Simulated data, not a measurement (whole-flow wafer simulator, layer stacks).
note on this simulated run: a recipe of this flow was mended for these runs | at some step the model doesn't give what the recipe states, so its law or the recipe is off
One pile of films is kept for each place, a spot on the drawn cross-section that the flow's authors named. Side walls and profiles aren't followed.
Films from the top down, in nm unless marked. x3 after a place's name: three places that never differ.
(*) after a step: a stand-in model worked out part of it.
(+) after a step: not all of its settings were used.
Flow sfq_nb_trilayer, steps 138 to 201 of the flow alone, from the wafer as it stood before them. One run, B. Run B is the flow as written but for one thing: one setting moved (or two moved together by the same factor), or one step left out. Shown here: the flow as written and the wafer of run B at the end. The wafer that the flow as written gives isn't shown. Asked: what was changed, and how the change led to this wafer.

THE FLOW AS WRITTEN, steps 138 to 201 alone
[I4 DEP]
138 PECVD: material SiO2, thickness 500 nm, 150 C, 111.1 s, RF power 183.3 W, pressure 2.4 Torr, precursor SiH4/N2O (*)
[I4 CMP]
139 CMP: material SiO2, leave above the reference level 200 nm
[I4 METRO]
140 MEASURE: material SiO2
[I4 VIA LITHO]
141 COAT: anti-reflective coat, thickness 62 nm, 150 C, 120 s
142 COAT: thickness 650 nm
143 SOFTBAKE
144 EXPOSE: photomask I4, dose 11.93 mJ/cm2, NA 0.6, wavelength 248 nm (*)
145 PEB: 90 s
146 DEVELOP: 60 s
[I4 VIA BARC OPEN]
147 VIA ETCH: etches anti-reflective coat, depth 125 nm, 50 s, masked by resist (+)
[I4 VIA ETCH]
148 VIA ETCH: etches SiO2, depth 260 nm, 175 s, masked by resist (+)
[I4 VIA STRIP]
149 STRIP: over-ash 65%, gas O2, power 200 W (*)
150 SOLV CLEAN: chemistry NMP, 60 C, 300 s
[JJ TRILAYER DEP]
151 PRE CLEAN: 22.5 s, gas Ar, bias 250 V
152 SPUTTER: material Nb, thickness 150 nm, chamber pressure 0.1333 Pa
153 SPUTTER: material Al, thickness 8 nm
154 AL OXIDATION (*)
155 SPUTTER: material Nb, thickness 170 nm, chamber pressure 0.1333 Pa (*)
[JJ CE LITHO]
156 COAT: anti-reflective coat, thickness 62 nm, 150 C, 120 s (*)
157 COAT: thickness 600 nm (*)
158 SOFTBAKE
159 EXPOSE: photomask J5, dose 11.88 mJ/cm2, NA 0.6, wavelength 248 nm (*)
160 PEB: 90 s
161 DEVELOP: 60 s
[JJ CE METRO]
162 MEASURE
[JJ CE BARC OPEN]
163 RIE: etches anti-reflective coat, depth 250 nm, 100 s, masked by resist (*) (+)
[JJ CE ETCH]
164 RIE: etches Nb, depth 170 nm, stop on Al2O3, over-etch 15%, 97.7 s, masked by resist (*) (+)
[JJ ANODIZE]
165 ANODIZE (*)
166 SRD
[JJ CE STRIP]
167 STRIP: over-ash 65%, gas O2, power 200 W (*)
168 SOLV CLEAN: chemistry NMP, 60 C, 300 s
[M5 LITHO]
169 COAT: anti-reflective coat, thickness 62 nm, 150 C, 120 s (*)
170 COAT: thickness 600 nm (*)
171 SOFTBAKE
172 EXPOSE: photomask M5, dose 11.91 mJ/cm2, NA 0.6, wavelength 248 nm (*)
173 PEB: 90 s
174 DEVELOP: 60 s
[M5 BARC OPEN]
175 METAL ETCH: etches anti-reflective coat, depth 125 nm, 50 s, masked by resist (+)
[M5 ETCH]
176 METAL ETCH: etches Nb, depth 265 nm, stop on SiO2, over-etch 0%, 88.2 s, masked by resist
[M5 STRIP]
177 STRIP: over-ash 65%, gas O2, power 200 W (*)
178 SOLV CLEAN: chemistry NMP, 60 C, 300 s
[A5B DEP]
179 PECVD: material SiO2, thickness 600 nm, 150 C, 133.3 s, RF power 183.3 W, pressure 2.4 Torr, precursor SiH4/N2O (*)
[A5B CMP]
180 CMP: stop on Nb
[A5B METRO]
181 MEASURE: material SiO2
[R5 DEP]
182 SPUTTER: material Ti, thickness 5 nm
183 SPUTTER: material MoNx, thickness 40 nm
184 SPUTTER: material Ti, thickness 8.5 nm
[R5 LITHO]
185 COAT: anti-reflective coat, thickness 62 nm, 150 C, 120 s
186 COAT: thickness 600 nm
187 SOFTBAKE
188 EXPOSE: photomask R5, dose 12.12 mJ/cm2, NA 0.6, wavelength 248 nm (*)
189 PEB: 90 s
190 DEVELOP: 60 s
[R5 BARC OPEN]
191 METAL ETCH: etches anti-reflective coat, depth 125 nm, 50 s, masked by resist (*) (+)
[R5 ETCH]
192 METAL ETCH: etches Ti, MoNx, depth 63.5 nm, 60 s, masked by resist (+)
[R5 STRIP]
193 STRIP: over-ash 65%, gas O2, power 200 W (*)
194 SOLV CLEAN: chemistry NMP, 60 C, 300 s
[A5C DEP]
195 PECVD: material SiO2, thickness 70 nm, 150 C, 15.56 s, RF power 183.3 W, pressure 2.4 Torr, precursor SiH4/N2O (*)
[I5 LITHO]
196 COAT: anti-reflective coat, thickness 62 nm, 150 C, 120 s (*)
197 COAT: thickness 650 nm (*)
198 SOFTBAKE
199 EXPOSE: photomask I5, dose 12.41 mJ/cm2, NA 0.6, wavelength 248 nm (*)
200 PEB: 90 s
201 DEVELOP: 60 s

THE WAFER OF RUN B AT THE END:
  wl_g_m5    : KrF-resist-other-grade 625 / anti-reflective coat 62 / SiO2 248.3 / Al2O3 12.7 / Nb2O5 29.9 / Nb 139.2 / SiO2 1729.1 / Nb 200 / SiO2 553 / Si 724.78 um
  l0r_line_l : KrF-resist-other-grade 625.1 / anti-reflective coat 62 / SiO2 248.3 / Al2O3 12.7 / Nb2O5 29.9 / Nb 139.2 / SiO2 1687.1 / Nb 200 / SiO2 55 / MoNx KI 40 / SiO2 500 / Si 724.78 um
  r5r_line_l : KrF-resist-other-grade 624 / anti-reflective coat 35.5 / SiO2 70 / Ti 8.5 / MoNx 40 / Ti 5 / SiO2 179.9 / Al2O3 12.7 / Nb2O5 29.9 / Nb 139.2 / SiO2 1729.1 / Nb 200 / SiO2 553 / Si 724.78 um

The cause: step 138, PECVD: pressure 3.48 Torr was run, where the flow has pressure 2.4 Torr.

How the change led to this, step by step:
  138 PECVD: material SiO2, thickness 500 nm, 150 C, 111.1 s, RF power 183.3 W, pressure 2.4 Torr, precursor SiH4/N2O (*)
      field_l, be, be_sur and 55 more: SiO2 +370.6 (as written it would be: SiO2 +500)
      v_sur, via_wl, via_w and 35 more: SiO2 +370.6 (new film) (as written it would be: SiO2 +500 (new film))
      (and at 10 more places)
  139 CMP: material SiO2, leave above the reference level 200 nm
      field_l, be, be_sur and 55 more: nothing (as written it would be: SiO2 -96)
      p3_s0, p3_s1, p3_s2, p3_s3, p3_s4, p3_s5: nothing (as written it would be: SiO2 -157.1)
      (and at 42 more places)
  141 COAT: anti-reflective coat, thickness 62 nm, 150 C, 120 s
      be, m0r_space_l, m0r_space_r, m6r_space_l x2, m6r_space_r x2: anti-reflective coat +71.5 (new film) (as written it would be: anti-reflective coat +62 (new film))
      m0r_line_l x3, m0r_line_r x3: anti-reflective coat +68.6 (new film) (as written it would be: anti-reflective coat +62 (new film))
      (and at 55 more places)
  142 COAT: thickness 650 nm
      lsp_m: KrF-resist-other-grade +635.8 (new film) (as written it would be: KrF-resist-other-grade +650 (new film))
  147 VIA ETCH: etches anti-reflective coat, depth 125 nm, 50 s, masked by resist (+)
      via_wl: anti-reflective coat -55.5 (all of it), SiO2 -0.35 (as written it would be: anti-reflective coat -62 (all of it), SiO2 -0.31)
      via_w: anti-reflective coat -59.5 (all of it), SiO2 -0.33 (as written it would be: anti-reflective coat -62 (all of it), SiO2 -0.31)
  149 STRIP: over-ash 65%, gas O2, power 200 W (*)
      m0r_line_l x3, m0r_line_r x3: KrF-resist-other-grade -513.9 (all of it), anti-reflective coat -68.6 (all of it) (as written it would be: KrF-resist-other-grade -510.8 (all of it), anti-reflective coat -62 (all of it))
      m0r_space_l, m0r_space_r, m6r_space_l x2, m6r_space_r x2: KrF-resist-other-grade -511.4 (all of it), anti-reflective coat -71.5 (all of it) (as written it would be: KrF-resist-other-grade -510.8 (all of it), anti-reflective coat -62 (all of it))
      (and at 54 more places)
  156 COAT: anti-reflective coat, thickness 62 nm, 150 C, 120 s (*)
      p3_fr, m0r_space_r, m6r_space_r x2: anti-reflective coat +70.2 (new film) (as written it would be: anti-reflective coat +62 (new film))
      wl_g_sr, m0r_space_l, m6r_space_l x2: anti-reflective coat +70.1 (new film) (as written it would be: anti-reflective coat +62 (new film))
      (and at 58 more places)
  157 COAT: thickness 600 nm (*)
      via_wl: KrF-resist-other-grade +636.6 (new film) (as written it would be: KrF-resist-other-grade +650.9 (new film))
      lsp_m: KrF-resist-other-grade +586.1 (new film) (as written it would be: KrF-resist-other-grade +599.5 (new film))
  161 DEVELOP: 60 s
      via_wl: KrF-resist-other-grade -635.2 (all of it) (as written it would be: KrF-resist-other-grade -649.5 (all of it))
      lsp_m: KrF-resist-other-grade -584.9 (all of it) (as written it would be: KrF-resist-other-grade -598.3 (all of it))
  163 RIE: etches anti-reflective coat, depth 250 nm, 100 s, masked by resist (*) (+)
      p3_fr, m0r_space_r, m6r_space_r x2: anti-reflective coat -70.2 (all of it) (as written it would be: anti-reflective coat -62 (all of it))
      wl_g_sr, m0r_space_l, m6r_space_l x2: anti-reflective coat -70.1 (all of it) (as written it would be: anti-reflective coat -62 (all of it))
      (and at 58 more places)
  167 STRIP: over-ash 65%, gas O2, power 200 W (*)
      wl_jj: KrF-resist-other-grade -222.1 (all of it), anti-reflective coat -61.9 (all of it) (as written it would be: KrF-resist-other-grade -227.5 (all of it), anti-reflective coat -62 (all of it))
  169 COAT: anti-reflective coat, thickness 62 nm, 150 C, 120 s (*)
      m0r_space_l, r5r_line_c, m6r_space_l x2: anti-reflective coat +68.6 (new film) (as written it would be: anti-reflective coat +62 (new film))
      m0r_line_l x3: anti-reflective coat +66.2 (new film) (as written it would be: anti-reflective coat +62 (new film))
      (and at 57 more places)
  170 COAT: thickness 600 nm (*)
      via_wl: KrF-resist-other-grade +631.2 (new film) (as written it would be: KrF-resist-other-grade +645 (new film))
      lsp_m: KrF-resist-other-grade +586.6 (new film) (as written it would be: KrF-resist-other-grade +599.8 (new film))
  174 DEVELOP: 60 s
      lsp_m: KrF-resist-other-grade -585.3 (all of it) (as written it would be: KrF-resist-other-grade -598.6 (all of it))
  175 METAL ETCH: etches anti-reflective coat, depth 125 nm, 50 s, masked by resist (+)
      p3_s2, p3_s3: anti-reflective coat -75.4 (all of it), Al2O3 -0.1 (as written it would be: anti-reflective coat -62 (all of it), Al2O3 -0.13)
      m5r_space_l, m5r_space_r: anti-reflective coat -66.7 (all of it), Al2O3 -0.12 (as written it would be: anti-reflective coat -62 (all of it), Al2O3 -0.13)
      (and at 27 more places)
  177 STRIP: over-ash 65%, gas O2, power 200 W (*)
      m0r_space_l, r5r_line_c, m6r_space_l x2: KrF-resist-other-grade -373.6 (all of it), anti-reflective coat -68.6 (all of it) (as written it would be: KrF-resist-other-grade -373.3 (all of it), anti-reflective coat -62 (all of it))
      m0r_line_l x3: KrF-resist-other-grade -375.6 (all of it), anti-reflective coat -66.2 (all of it) (as written it would be: KrF-resist-other-grade -373.3 (all of it), anti-reflective coat -62 (all of it))
      (and at 31 more places)
  ... 3 more steps ...
  196 COAT: anti-reflective coat, thickness 62 nm, 150 C, 120 s (*)
      jj_sur: anti-reflective coat +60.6 (new film) (as written it would be: anti-reflective coat +59 (new film))
      ce_l: anti-reflective coat +61.9 (new film) (as written it would be: anti-reflective coat +64.8 (new film))
      (and at 3 more places)
